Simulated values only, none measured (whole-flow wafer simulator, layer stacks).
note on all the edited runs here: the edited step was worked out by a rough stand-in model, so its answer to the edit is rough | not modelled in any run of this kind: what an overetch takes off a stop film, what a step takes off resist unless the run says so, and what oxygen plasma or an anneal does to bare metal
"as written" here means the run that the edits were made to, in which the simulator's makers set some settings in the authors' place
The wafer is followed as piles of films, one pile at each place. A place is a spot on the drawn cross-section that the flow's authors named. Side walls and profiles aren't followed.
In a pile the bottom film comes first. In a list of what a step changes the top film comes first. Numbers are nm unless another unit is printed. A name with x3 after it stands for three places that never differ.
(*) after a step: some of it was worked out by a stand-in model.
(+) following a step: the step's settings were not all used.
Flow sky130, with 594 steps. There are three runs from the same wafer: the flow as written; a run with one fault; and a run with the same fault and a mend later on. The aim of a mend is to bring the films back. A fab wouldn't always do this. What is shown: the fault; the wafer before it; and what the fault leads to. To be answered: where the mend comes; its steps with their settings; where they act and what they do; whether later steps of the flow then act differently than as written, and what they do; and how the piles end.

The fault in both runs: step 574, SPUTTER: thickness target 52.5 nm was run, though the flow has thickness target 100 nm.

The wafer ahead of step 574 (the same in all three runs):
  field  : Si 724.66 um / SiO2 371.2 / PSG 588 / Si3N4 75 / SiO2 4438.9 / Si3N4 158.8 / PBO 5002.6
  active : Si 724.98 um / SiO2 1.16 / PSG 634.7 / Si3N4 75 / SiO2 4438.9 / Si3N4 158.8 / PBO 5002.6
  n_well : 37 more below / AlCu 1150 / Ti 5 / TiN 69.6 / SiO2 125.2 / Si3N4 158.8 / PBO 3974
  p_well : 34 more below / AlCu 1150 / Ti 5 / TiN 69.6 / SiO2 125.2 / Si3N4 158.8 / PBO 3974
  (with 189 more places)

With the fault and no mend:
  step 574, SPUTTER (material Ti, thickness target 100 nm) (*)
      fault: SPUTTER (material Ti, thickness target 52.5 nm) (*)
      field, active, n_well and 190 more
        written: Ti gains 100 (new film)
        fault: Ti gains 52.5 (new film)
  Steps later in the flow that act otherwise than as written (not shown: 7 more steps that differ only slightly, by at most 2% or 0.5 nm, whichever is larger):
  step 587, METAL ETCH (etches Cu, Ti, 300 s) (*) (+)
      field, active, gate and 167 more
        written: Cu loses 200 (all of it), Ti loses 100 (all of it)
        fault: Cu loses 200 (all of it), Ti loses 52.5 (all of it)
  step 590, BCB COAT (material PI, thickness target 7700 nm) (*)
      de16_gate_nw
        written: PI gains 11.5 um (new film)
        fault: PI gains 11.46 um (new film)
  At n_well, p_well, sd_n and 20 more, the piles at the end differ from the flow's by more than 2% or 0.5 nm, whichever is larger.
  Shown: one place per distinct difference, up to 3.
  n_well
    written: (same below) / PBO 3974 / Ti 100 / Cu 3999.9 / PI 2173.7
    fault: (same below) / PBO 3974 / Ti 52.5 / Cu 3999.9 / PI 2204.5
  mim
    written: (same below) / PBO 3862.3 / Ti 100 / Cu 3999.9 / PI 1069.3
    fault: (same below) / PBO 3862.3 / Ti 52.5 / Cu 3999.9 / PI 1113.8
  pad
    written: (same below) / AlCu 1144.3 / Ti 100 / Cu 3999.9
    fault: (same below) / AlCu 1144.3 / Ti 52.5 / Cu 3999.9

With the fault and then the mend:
  The mend stands after step 574.
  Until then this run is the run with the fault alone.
  step 574a, SPUTTER (material Ti, thickness target 47.5 nm) (*) (the flow's step 574 again, with other settings)
      field, active, n_well and 190 more
        Ti gains 47.5
  Later steps of the flow that are run all act as written at every place that is followed.
  At every place that both follow, the piles at the end match the flow's.
